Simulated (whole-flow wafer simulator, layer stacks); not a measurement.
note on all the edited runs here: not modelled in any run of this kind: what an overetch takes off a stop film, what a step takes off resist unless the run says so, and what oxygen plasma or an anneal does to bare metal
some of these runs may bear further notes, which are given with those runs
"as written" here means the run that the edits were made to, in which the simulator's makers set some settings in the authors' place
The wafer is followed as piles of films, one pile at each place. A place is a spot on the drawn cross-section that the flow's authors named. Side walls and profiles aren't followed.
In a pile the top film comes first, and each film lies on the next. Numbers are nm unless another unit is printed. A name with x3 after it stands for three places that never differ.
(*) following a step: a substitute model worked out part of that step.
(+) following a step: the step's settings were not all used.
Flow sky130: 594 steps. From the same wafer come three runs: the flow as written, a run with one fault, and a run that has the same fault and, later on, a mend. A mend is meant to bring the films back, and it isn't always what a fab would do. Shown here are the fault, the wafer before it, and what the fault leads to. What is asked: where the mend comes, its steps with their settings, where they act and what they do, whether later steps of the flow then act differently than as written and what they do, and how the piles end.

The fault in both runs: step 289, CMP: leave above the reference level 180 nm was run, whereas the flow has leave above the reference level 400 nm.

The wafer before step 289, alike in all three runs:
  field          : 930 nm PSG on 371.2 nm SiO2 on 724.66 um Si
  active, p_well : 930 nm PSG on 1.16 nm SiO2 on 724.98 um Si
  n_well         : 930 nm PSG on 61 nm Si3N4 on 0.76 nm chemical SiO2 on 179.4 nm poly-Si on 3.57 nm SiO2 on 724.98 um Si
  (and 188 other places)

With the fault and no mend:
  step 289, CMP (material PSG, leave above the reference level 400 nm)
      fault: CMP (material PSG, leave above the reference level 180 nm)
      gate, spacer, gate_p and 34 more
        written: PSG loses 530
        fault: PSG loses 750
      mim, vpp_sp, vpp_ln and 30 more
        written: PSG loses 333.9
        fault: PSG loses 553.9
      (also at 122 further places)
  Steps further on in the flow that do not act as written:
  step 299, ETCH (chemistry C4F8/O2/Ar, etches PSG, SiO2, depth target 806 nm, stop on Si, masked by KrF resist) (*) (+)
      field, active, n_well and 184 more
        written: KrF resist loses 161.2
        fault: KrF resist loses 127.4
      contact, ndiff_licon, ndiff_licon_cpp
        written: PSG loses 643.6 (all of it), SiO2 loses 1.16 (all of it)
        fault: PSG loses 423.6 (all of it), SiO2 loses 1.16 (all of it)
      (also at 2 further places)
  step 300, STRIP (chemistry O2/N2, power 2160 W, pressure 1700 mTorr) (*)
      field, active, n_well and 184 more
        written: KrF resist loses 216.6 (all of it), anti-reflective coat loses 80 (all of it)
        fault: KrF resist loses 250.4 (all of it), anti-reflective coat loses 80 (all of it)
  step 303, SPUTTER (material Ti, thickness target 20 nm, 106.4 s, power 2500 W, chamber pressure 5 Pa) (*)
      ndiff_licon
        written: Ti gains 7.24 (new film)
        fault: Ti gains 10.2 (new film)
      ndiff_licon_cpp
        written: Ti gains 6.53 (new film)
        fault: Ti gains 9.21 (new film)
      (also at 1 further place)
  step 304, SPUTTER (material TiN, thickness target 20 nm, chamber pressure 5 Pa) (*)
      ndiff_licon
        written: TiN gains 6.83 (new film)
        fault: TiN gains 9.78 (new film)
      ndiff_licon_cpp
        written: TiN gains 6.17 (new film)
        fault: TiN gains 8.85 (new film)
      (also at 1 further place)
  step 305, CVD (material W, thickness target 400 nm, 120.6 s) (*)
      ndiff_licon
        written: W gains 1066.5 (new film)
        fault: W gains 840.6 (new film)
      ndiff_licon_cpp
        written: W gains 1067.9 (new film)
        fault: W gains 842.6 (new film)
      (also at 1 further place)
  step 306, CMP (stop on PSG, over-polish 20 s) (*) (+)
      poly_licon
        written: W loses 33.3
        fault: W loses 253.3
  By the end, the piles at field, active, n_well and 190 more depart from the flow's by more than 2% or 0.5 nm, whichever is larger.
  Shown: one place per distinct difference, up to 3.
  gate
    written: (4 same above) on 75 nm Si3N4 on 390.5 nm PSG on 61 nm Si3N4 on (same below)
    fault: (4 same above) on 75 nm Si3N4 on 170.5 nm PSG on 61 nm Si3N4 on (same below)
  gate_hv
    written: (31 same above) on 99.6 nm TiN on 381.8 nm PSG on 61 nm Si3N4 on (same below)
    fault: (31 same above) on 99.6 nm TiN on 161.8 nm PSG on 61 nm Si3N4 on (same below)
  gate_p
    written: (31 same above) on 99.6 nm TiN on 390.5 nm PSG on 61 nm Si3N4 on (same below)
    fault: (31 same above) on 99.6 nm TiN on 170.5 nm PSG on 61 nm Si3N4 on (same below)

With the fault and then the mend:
  The mend stands after step 289.
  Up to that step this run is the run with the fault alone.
  step 289a, HDPCVD (material PSG, thickness target 220 nm) (*) (a further turn of the flow's step 288, with different settings)
      field, active, n_well and 189 more
        PSG gains 220
  None of the later steps of the flow differs from how it acts as written, at any place that is followed, by more than 2% or 0.5 nm, whichever is larger.
  At the end the piles are close to the flow's at the places that both follow, differing by at most 2% or 0.5 nm, whichever is larger.
